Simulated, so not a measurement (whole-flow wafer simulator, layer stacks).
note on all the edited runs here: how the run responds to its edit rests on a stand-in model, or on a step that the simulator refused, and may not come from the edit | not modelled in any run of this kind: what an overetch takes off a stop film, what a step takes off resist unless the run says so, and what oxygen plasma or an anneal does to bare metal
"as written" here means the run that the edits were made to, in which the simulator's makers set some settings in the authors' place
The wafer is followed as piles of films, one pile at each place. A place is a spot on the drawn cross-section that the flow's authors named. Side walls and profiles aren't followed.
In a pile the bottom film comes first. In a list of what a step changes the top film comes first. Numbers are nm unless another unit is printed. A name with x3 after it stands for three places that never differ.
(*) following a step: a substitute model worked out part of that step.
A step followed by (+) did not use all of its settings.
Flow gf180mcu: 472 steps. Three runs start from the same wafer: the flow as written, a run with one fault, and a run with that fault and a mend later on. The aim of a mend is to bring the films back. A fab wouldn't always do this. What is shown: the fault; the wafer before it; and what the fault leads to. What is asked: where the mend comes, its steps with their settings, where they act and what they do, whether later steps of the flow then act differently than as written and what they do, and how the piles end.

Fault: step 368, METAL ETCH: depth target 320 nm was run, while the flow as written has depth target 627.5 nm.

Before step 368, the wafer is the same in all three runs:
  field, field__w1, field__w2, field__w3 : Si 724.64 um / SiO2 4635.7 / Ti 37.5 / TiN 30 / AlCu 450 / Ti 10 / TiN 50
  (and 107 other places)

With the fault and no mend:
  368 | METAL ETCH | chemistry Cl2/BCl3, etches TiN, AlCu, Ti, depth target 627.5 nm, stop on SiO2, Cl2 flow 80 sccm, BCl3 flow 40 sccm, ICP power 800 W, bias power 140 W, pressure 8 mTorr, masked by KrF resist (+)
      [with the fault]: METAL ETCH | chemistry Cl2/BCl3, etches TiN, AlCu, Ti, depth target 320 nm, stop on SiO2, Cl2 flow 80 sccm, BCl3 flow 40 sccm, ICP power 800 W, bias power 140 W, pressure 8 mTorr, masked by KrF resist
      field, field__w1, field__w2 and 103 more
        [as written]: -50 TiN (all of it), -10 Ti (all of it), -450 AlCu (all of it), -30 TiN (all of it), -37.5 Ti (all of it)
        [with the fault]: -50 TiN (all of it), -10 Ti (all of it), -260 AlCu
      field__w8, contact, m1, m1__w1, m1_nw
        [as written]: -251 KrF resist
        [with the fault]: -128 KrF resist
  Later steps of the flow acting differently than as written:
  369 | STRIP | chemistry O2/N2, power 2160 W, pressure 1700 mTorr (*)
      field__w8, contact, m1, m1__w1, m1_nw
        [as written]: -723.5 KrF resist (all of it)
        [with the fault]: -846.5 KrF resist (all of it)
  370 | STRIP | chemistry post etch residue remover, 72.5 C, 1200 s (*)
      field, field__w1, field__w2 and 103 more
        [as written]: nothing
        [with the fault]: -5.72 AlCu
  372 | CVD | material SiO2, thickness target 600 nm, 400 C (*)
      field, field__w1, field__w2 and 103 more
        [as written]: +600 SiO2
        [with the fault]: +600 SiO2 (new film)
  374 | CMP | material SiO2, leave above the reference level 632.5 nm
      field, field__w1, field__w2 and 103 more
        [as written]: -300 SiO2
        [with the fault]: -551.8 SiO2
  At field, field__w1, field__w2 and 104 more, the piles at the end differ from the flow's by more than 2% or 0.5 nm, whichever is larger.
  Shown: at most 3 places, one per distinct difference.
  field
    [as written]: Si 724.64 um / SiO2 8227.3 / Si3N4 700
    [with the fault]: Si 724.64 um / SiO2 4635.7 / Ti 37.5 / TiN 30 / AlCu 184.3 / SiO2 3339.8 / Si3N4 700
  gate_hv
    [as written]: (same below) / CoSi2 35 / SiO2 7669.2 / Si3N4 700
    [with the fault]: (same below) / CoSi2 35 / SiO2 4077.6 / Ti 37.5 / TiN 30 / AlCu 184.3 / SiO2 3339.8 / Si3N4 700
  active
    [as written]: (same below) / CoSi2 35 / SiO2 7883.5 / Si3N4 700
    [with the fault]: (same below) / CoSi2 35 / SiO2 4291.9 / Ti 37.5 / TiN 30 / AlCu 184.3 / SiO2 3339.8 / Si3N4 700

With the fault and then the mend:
  After step 370 comes the mend.
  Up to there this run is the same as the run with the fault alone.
  370a | DEHYDRATE | 200 C, 60 s (the flow's step 361, run once more)
      does not change any film at any place that is followed
  370b | HMDS | 120 C, 60 s (the flow's step 362, run once more)
      does not change any film at any place that is followed
  370c | COAT | KrF resist, thickness 1000 nm (*) (the flow's step 363, run once more)
      iso_ptap_pw, iso_ntap_nw, iso_nw_fld and 33 more
        +1000 KrF resist (new film)
      field__w6, field_sub__w2, field_sub__w4 and 11 more
        +1002 KrF resist (new film)
      field__w5, field__w9, field__w10 and 9 more
        +1002.1 KrF resist (new film)
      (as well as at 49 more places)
  370d | SOFTBAKE | KrF resist (the flow's step 364, run once more)
      does not change any film at any place that is followed
  370e | EXPOSE | photomask Metal4 (the flow's step 365, run once more)
      does not change any film at any place that is followed
  370f | PEB | KrF resist, 135 C, 90 s (the flow's step 366, run once more)
      field__w1, field__w2, field__w3 and 58 more
        -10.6 KrF resist
      iso_ptap_pw, iso_ntap_nw, iso_nw_fld and 33 more
        -10.5 KrF resist
      sd_p, gate_p, nw_sep_fld, polyc_n
        -10.7 KrF resist
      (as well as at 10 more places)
  370g | DEVELOP | thickness 1000 nm, 60 s (the flow's step 367, run once more)
      iso_ptap_pw, iso_ntap_nw, iso_nw_fld and 33 more
        -989.5 KrF resist (all of it)
      field__w5, field__w9, field_sub and 15 more
        -991.6 KrF resist (all of it)
      field__w6, field__w10, field_sub__w2 and 14 more
        -991.5 KrF resist (all of it)
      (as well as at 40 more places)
  370h | METAL ETCH | chemistry Cl2/BCl3, etches TiN, AlCu, Ti, depth target 307.5 nm, stop on SiO2, Cl2 flow 80 sccm, BCl3 flow 40 sccm, ICP power 800 W, bias power 140 W, pressure 8 mTorr, masked by KrF resist (+) (the flow's step 368, run once more with other settings)
      field, field__w1, field__w2 and 103 more
        -184.3 AlCu (all of it), -30 TiN (all of it), -37.5 Ti (all of it)
      field__w8, contact, m1, m1__w1, m1_nw
        -123 KrF resist
  370i | STRIP | chemistry O2/N2, power 2160 W, pressure 1700 mTorr (*) (the flow's step 369, run once more)
      field__w8, m1
        -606 KrF resist (all of it)
      contact
        -604.2 KrF resist (all of it)
      m1__w1
        -614.2 KrF resist (all of it)
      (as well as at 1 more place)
  370j | STRIP | chemistry post etch residue remover, 72.5 C, 1200 s (*) (the flow's step 370, run once more)
      field__w8, contact, m1, m1__w1, m1_nw
        -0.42 TiN
  Later steps of the flow that are run all act as written at every place that is followed, up to a difference of at most 2% or 0.5 nm, whichever is larger.
  The piles end only slightly different from the flow's at the places that both follow, by no more than 2% or 0.5 nm, whichever is larger.
